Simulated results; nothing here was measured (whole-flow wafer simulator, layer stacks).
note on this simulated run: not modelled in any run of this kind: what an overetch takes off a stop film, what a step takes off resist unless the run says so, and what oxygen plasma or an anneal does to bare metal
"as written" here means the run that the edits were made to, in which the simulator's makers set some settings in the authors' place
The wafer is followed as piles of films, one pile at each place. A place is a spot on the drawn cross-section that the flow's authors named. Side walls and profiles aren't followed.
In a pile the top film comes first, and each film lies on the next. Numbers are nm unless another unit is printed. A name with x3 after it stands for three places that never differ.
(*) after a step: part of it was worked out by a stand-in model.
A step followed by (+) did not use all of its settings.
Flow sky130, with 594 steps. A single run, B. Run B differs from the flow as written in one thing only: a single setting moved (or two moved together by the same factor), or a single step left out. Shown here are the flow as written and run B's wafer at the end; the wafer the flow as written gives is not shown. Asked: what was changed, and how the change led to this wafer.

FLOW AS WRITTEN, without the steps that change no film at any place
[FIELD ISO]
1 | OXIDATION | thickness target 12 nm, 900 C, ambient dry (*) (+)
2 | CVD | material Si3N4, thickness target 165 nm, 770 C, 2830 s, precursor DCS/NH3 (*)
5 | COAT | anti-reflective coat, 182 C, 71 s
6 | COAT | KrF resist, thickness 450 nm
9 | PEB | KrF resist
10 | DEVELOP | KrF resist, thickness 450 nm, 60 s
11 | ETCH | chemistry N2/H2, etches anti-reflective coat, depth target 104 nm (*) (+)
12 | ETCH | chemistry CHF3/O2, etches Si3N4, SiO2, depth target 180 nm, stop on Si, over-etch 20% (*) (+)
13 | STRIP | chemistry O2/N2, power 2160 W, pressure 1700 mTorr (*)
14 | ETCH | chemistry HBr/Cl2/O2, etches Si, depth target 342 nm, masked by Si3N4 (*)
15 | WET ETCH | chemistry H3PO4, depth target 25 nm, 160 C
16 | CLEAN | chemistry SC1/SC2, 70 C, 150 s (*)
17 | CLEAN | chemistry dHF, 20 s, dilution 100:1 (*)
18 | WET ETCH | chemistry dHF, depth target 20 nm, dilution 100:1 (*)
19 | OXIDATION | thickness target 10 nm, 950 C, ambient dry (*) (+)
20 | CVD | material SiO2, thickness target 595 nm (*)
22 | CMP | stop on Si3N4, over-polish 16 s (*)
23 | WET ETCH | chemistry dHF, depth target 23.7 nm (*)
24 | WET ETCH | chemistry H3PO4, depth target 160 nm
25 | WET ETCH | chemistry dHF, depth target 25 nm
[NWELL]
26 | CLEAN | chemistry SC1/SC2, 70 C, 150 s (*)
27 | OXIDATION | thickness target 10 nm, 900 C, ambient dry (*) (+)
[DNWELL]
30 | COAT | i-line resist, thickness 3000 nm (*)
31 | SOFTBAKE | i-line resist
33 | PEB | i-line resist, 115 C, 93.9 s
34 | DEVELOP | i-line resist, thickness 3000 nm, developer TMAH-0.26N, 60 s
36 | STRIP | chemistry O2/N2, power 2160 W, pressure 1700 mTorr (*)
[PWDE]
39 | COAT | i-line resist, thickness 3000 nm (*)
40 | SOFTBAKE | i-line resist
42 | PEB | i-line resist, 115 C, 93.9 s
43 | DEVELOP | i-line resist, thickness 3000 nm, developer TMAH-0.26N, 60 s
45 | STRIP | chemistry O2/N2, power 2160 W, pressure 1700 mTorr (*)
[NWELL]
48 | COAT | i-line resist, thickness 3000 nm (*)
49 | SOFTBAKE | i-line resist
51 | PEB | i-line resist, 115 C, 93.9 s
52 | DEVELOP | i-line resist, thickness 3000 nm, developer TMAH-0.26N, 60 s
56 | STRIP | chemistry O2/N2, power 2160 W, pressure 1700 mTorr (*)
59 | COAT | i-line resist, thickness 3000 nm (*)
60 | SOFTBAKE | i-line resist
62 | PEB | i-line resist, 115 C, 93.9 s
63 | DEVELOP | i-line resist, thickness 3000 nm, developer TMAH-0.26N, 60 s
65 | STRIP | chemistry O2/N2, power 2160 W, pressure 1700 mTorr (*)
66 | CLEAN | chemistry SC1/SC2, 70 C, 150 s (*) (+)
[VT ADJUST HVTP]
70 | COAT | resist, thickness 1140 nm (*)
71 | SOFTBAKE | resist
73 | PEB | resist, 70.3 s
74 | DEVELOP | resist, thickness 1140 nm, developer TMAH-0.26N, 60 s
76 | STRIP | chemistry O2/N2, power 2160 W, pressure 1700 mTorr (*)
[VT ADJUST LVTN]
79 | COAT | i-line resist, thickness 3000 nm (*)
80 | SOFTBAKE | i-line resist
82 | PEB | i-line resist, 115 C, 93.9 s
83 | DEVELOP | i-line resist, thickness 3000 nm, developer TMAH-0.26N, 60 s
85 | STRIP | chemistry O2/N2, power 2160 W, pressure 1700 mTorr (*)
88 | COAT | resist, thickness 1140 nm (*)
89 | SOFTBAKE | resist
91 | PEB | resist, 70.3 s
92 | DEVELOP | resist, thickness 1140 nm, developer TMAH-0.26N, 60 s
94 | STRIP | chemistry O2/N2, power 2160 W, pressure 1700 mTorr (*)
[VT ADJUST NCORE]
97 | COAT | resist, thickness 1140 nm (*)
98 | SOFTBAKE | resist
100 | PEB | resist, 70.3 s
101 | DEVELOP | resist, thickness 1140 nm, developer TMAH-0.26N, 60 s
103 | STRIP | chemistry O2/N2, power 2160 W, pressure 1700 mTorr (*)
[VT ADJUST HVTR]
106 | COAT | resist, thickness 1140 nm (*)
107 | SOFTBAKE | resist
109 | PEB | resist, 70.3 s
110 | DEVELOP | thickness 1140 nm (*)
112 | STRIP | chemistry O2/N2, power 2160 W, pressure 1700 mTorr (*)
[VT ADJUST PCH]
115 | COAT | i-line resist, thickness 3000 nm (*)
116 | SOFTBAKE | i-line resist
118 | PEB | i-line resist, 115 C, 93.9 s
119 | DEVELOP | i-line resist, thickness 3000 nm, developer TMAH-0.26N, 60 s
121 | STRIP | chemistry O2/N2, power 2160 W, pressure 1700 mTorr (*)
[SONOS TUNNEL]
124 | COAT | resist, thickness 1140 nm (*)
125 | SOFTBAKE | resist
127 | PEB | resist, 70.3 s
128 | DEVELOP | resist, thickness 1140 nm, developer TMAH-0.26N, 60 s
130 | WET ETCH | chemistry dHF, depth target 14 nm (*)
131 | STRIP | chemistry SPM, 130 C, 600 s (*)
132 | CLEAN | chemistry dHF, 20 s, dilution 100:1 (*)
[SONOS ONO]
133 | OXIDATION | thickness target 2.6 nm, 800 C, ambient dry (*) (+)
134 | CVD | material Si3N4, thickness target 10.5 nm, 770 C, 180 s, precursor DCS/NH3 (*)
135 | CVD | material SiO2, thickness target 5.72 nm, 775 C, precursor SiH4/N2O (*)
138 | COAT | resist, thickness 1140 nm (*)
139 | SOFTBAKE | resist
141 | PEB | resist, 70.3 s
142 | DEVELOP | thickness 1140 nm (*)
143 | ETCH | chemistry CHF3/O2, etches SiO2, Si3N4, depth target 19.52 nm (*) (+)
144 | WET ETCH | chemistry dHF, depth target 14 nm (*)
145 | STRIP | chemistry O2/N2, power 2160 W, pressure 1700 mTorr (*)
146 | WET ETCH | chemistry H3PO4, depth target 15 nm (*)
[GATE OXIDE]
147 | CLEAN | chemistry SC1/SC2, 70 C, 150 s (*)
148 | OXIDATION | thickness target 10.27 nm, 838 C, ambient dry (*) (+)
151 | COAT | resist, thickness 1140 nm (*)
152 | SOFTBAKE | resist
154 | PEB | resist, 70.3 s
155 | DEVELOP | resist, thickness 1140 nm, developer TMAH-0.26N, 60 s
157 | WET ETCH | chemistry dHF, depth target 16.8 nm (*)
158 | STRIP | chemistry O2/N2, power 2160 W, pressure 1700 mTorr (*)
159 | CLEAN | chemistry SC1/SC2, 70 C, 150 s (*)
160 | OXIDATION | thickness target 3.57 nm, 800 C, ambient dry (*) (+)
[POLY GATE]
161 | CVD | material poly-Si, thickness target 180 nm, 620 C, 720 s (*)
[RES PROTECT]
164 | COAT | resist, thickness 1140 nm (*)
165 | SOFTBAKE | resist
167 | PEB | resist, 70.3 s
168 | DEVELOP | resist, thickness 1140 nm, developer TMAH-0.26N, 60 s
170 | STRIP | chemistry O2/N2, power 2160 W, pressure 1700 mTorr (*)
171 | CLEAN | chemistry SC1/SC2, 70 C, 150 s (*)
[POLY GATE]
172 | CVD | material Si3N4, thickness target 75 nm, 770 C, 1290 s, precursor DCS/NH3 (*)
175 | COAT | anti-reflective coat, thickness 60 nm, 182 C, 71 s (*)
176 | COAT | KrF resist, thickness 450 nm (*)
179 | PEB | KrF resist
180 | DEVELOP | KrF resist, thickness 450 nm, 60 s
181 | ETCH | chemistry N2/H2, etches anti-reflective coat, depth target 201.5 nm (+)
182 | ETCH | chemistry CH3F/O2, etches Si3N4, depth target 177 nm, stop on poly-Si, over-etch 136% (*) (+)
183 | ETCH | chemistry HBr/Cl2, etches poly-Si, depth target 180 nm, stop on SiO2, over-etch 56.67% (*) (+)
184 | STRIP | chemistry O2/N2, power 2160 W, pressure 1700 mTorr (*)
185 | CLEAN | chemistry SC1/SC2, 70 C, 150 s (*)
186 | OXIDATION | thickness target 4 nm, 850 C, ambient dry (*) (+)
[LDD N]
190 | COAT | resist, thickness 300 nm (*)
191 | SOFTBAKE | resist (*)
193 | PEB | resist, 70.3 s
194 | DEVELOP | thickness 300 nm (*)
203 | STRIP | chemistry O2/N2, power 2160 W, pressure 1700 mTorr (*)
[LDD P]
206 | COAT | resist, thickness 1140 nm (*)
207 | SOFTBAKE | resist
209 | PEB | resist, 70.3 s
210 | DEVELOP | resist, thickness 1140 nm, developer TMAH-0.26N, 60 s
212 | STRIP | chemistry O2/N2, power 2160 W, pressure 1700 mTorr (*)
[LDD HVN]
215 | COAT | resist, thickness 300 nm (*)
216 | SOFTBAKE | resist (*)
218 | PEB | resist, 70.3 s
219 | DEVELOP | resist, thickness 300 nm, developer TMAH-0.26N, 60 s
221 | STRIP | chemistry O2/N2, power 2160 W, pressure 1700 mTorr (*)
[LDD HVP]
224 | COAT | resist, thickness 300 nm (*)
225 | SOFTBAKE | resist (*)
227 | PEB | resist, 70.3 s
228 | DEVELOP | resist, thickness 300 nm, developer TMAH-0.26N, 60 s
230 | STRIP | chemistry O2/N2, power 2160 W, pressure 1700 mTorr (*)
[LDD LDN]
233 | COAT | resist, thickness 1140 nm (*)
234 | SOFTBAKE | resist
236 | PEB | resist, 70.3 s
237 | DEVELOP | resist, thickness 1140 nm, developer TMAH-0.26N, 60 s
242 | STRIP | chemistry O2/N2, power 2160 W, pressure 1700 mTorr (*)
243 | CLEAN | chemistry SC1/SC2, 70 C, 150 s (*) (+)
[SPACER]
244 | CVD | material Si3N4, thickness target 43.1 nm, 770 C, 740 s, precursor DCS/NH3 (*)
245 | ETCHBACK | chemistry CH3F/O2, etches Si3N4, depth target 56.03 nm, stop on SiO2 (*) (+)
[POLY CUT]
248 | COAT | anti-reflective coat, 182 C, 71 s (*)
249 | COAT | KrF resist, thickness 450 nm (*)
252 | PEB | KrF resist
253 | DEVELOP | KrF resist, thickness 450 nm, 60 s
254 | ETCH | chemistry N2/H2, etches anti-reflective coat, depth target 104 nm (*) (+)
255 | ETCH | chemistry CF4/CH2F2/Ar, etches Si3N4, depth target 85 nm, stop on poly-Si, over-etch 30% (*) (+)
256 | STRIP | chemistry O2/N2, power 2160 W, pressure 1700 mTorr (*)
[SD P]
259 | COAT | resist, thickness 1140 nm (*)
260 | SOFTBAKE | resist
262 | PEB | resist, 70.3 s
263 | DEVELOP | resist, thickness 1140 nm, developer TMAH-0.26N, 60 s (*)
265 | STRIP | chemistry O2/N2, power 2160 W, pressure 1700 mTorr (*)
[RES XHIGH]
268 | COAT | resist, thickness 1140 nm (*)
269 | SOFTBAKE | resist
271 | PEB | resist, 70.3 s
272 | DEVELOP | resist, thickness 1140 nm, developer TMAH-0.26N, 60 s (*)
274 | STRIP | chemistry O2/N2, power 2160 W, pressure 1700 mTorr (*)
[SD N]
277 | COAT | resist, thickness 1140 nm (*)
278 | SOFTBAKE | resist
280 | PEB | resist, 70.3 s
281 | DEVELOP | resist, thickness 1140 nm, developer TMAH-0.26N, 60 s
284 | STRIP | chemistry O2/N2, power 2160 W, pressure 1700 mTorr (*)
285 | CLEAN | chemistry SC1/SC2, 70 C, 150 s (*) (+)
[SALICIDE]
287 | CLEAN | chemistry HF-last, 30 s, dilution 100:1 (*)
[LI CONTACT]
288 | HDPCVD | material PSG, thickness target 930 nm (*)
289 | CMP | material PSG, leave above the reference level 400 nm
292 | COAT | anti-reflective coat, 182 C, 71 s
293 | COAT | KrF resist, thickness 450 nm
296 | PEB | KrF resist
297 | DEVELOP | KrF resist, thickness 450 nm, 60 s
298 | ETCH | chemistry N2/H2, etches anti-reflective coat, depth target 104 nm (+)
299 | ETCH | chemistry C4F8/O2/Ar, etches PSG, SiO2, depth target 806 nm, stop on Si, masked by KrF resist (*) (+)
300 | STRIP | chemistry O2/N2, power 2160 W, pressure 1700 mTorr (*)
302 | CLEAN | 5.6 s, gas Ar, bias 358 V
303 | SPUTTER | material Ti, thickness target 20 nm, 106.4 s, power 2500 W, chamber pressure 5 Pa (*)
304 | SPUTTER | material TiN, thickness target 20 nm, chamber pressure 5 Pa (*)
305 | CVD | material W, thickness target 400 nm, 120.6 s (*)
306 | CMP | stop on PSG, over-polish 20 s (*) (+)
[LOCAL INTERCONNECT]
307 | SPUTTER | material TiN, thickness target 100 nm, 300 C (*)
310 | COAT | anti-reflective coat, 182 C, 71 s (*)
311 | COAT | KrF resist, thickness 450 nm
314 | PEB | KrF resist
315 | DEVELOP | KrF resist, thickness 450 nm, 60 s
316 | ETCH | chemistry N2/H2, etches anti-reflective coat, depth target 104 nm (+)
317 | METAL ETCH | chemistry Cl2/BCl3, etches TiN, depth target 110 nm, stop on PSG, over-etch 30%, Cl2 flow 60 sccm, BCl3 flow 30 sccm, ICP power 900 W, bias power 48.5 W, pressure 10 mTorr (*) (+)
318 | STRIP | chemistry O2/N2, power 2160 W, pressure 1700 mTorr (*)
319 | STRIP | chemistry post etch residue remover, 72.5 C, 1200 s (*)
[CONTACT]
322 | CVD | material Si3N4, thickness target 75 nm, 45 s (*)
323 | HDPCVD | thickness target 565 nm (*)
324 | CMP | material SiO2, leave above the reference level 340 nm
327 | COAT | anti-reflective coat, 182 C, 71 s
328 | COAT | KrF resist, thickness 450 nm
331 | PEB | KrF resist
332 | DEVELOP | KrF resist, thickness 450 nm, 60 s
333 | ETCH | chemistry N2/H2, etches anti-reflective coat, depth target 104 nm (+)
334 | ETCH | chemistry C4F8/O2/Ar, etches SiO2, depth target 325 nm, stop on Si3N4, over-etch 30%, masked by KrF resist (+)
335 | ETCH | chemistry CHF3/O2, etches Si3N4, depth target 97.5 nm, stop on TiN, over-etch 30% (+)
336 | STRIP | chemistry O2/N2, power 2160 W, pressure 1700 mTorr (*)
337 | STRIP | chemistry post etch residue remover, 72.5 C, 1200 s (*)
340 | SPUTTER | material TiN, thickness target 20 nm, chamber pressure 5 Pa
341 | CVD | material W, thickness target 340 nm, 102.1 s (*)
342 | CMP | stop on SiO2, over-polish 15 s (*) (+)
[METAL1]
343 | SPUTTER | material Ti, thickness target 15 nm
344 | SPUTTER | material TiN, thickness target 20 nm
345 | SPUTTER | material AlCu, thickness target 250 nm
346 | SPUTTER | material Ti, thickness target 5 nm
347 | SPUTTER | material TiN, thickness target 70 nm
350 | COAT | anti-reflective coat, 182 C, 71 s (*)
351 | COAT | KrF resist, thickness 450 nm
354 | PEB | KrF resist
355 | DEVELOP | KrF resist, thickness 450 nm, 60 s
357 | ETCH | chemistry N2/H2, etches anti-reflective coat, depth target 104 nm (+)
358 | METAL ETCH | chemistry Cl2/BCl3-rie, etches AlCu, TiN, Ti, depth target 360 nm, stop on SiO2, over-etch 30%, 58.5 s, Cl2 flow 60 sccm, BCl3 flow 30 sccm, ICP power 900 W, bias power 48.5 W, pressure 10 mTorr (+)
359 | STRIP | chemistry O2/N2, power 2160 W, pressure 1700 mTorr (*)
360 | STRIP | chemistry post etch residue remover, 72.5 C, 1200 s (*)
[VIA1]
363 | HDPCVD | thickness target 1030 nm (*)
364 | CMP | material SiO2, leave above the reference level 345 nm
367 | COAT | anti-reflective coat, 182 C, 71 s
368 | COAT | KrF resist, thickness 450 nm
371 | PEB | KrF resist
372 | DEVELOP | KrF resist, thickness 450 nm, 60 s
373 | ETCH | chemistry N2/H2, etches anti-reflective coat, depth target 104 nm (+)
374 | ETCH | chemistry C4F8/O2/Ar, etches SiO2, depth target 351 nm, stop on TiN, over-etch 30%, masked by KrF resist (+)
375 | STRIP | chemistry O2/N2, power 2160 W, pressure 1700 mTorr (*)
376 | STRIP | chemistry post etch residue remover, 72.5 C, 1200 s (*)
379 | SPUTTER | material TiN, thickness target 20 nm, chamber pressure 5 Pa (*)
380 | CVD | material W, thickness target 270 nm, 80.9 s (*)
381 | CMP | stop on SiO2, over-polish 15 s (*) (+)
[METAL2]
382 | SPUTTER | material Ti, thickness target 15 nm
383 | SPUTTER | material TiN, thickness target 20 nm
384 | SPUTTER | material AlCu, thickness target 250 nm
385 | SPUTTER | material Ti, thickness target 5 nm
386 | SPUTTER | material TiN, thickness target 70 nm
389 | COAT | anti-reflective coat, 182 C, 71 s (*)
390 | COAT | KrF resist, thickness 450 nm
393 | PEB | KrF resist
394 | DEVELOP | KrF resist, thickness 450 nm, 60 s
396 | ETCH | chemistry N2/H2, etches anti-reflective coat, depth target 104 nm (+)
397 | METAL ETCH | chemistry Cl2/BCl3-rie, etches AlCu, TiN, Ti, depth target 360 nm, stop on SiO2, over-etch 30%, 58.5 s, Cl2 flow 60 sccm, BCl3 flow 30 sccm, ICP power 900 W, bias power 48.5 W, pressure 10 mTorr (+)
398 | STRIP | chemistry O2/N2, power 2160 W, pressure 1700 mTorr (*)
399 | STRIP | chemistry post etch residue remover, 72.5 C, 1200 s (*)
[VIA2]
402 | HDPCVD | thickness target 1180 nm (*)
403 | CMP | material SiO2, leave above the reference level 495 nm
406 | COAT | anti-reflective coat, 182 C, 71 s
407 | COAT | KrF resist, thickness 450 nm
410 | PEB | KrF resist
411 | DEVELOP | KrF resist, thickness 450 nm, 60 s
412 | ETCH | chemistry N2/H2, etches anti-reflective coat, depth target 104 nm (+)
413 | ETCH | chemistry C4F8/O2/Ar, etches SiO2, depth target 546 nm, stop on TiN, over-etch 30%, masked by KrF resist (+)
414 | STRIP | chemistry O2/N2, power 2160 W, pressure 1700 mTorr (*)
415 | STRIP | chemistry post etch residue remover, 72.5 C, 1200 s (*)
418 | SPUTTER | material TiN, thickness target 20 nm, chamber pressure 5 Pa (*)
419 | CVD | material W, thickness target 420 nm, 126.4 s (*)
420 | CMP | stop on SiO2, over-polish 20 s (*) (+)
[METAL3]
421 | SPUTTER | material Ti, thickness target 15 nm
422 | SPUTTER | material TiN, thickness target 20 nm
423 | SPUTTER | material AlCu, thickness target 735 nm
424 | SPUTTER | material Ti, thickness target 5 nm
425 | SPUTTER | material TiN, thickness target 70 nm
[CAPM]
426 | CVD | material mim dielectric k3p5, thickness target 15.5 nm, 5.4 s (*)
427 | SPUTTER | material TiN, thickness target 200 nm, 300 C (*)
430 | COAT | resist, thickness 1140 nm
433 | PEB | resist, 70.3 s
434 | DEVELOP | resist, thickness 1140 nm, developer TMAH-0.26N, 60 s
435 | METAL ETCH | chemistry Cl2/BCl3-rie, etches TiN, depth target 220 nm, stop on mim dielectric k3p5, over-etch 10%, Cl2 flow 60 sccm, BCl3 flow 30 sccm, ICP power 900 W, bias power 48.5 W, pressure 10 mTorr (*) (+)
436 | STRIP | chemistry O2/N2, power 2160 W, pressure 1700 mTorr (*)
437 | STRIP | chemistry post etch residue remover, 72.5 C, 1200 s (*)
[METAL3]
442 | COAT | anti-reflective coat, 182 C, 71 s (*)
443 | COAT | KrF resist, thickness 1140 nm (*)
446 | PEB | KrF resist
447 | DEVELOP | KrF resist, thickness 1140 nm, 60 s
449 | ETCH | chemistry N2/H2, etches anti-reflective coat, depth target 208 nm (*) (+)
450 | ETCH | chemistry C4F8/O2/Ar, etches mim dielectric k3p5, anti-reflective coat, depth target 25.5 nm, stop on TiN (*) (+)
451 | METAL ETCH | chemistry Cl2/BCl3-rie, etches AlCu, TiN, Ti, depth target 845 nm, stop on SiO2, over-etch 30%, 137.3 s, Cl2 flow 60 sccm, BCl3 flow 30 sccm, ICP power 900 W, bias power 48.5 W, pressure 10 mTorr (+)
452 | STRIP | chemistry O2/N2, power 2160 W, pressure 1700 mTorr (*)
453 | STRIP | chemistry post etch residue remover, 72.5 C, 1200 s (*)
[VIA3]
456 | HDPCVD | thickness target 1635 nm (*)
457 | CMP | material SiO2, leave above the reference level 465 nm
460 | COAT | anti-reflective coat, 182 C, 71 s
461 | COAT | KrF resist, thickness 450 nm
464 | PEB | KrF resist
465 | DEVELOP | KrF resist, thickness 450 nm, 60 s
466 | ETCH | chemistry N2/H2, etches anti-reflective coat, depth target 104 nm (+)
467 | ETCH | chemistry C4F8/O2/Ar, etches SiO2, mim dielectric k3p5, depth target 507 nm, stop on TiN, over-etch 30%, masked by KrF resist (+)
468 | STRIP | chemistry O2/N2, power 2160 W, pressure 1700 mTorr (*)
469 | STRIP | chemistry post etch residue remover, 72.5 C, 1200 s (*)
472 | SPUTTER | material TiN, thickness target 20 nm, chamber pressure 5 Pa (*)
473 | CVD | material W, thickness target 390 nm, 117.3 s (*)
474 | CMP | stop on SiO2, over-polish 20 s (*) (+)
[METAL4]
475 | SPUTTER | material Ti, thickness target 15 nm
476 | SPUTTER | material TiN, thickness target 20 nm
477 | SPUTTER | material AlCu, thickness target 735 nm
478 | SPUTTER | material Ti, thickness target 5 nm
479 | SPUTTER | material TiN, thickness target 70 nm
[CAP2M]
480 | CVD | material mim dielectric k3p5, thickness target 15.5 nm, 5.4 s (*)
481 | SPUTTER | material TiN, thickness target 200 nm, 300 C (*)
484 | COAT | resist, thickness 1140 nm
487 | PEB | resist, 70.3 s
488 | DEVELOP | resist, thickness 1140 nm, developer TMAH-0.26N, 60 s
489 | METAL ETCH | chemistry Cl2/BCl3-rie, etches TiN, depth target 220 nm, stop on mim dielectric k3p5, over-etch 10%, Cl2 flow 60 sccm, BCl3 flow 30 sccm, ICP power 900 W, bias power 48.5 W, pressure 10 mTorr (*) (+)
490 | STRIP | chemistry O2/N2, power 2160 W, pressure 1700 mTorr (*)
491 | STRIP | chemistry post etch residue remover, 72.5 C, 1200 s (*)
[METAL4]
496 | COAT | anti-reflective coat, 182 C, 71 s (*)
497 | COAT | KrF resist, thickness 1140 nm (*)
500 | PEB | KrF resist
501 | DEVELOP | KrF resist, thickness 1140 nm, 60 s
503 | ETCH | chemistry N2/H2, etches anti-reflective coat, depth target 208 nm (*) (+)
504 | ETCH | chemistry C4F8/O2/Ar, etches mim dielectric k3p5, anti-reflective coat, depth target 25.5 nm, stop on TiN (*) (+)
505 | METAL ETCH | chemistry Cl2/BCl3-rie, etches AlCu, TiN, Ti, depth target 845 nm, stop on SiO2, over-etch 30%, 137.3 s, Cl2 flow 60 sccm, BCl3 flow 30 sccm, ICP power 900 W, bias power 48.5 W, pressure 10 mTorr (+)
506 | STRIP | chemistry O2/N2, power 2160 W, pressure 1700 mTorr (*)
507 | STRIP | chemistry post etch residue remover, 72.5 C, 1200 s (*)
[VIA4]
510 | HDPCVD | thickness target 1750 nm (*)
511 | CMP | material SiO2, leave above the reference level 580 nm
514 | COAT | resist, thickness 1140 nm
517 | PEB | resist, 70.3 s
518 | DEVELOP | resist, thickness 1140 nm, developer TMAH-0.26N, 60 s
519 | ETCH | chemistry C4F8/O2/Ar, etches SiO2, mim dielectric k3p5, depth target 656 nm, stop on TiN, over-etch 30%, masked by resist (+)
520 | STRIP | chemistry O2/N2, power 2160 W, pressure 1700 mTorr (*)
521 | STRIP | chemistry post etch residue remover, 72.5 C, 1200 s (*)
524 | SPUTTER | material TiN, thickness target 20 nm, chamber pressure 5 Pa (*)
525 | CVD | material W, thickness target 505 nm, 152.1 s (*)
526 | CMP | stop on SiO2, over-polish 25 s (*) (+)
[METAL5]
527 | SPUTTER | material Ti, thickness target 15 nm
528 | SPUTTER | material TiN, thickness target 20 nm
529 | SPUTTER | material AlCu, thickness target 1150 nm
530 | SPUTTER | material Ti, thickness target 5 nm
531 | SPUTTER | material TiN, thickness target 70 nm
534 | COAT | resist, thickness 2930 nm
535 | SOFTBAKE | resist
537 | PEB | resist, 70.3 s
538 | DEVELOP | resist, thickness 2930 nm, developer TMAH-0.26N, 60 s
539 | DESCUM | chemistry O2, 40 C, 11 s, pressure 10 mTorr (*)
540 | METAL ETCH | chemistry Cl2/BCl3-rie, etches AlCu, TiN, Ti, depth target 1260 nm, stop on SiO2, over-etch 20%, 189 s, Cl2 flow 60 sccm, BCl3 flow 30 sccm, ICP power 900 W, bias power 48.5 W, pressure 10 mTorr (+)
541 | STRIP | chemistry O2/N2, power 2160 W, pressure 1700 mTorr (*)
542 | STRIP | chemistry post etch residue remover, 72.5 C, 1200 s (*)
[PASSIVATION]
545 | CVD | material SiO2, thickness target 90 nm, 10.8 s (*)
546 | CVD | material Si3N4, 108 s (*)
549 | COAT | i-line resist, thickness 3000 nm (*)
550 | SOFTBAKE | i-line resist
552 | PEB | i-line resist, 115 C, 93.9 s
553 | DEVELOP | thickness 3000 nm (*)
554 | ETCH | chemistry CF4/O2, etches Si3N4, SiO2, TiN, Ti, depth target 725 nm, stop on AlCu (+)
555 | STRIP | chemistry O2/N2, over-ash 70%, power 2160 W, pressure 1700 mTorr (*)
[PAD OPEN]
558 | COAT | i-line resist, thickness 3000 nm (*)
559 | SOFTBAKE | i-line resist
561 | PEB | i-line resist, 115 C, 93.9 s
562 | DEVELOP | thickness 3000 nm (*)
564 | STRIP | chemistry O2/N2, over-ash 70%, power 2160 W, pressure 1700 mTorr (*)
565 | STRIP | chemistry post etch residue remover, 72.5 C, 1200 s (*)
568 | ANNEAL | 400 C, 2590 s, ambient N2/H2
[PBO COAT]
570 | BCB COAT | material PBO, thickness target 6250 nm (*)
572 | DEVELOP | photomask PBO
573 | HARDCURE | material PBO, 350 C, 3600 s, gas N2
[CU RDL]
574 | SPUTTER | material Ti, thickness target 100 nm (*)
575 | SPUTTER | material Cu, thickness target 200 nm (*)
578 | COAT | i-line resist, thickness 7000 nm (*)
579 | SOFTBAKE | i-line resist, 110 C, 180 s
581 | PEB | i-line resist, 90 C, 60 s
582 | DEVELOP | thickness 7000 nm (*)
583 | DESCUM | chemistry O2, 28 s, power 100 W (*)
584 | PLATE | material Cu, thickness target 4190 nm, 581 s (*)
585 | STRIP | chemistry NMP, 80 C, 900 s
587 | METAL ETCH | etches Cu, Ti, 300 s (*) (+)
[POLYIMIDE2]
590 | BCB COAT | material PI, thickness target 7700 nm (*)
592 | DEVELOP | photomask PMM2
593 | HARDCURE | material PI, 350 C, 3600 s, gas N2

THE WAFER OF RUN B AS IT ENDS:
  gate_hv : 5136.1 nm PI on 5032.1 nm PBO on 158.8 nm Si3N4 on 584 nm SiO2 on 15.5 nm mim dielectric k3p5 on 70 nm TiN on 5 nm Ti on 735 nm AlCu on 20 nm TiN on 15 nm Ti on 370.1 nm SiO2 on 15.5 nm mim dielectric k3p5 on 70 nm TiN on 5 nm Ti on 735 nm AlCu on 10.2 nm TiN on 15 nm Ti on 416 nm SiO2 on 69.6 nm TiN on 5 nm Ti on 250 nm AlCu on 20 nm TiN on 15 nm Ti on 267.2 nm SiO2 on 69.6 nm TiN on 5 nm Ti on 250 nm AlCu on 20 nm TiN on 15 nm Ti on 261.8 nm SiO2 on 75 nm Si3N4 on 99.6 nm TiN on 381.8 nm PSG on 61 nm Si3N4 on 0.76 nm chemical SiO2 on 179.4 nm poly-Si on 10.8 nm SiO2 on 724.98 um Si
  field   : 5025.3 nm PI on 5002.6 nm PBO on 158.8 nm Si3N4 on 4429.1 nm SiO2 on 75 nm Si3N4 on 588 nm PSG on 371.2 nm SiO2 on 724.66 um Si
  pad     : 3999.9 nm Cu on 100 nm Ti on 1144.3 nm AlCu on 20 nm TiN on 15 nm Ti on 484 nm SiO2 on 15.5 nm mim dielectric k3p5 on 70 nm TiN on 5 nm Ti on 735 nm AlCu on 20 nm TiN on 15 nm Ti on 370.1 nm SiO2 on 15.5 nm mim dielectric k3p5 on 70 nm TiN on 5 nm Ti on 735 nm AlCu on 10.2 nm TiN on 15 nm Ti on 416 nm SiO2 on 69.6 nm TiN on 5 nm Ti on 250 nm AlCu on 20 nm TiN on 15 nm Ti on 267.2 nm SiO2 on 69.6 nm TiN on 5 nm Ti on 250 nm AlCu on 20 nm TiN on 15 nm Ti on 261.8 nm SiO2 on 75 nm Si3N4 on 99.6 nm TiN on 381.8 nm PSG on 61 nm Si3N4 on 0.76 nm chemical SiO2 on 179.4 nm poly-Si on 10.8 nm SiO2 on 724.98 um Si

The reason: step 422, SPUTTER: thickness target 10.2 nm was run, while the flow as written has thickness target 20 nm.
One can read it off the wafer: gate_hv has TiN 10.2, and step 422 as written asks for 20 nm.

Step by step, how the change led to this:
  422 | SPUTTER | material TiN, thickness target 20 nm
      field, active, n_well and 188 more: +10.2 TiN (new film) (in the flow as written it would be: +20 TiN (new film))
  451 | METAL ETCH | chemistry Cl2/BCl3-rie, etches AlCu, TiN, Ti, depth target 845 nm, stop on SiO2, over-etch 30%, 137.3 s, Cl2 flow 60 sccm, BCl3 flow 30 sccm, ICP power 900 W, bias power 48.5 W, pressure 10 mTorr (+)
      field, gate, spacer and 68 more: -70 TiN (all of it), -5 Ti (all of it), -735 AlCu (all of it), -10.2 TiN (all of it), -15 Ti (all of it), -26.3 SiO2 (in the flow as written it would be: -70 TiN (all of it), -5 Ti (all of it), -735 AlCu (all of it), -20 TiN (all of it), -15 Ti (all of it), -25.4 SiO2)
      active, vpp_ln, vpp_iso2 and 11 more: -70 TiN (all of it), -5 Ti (all of it), -735 AlCu (all of it), -10.2 TiN (all of it), -15 Ti (all of it), -26.3 SiO2 (in the flow as written it would be: -70 TiN (all of it), -5 Ti (all of it), -735 AlCu (all of it), -20 TiN (all of it), -15 Ti (all of it), -25.3 SiO2)
  457 | CMP | material SiO2, leave above the reference level 465 nm
      field, active, gate and 82 more: -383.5 SiO2 (in the flow as written it would be: -374.7 SiO2)
